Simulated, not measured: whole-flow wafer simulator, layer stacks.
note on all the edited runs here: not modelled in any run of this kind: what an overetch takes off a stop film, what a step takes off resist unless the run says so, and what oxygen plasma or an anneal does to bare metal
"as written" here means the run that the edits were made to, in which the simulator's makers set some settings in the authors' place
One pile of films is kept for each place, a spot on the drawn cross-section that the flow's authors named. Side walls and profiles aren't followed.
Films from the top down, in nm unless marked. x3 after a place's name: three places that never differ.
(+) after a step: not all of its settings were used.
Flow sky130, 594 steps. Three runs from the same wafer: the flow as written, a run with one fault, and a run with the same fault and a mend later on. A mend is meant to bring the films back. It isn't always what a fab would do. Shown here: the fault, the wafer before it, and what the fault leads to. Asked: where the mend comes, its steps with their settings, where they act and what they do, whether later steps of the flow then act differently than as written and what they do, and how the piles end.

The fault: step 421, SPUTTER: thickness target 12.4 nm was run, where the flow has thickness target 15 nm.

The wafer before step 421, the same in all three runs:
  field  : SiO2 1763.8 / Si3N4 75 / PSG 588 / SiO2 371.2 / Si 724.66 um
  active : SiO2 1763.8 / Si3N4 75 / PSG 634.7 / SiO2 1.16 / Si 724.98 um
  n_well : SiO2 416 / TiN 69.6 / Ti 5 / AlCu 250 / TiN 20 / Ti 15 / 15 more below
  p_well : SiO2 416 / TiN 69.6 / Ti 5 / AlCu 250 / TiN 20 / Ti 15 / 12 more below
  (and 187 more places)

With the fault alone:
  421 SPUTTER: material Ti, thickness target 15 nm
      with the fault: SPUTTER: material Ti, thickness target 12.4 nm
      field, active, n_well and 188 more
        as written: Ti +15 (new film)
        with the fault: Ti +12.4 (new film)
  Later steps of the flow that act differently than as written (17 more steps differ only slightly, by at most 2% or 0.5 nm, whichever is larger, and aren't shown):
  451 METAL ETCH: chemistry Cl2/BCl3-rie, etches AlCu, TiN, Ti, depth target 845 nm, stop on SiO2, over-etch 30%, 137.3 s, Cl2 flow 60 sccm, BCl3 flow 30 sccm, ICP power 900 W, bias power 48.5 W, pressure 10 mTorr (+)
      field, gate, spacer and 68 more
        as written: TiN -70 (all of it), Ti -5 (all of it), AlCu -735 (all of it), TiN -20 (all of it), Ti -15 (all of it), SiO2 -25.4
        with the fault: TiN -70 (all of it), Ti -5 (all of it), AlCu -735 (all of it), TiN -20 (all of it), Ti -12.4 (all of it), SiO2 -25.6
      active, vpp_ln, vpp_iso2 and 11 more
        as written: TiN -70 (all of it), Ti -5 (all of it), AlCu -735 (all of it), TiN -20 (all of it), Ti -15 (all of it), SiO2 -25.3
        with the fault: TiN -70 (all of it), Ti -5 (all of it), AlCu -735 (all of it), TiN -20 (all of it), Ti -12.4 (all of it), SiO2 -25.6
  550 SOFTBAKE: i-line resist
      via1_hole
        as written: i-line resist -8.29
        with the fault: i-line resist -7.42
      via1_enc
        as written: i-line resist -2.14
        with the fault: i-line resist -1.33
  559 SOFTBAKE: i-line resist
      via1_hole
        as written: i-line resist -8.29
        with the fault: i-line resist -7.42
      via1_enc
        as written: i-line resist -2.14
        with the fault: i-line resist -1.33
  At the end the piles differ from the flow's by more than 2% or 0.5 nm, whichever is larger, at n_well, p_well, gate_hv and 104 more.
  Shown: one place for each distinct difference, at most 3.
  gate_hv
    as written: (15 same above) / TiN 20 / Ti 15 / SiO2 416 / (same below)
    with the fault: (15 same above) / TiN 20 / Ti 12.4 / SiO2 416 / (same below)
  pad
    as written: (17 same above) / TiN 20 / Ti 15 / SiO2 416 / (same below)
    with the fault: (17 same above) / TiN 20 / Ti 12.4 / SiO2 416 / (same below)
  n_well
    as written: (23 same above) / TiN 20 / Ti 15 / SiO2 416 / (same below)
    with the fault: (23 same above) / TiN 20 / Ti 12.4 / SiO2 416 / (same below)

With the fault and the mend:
  The mend comes after step 421.
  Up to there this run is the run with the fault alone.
  421a SPUTTER: material Ti, thickness target 2.6 nm (the flow's step 421 once more, with other settings)
      field, active, n_well and 188 more
        Ti +2.6
  No later step of the flow acts differently than as written at any place that is followed.
  At the end the piles are the same as the flow's at every place that both follow.
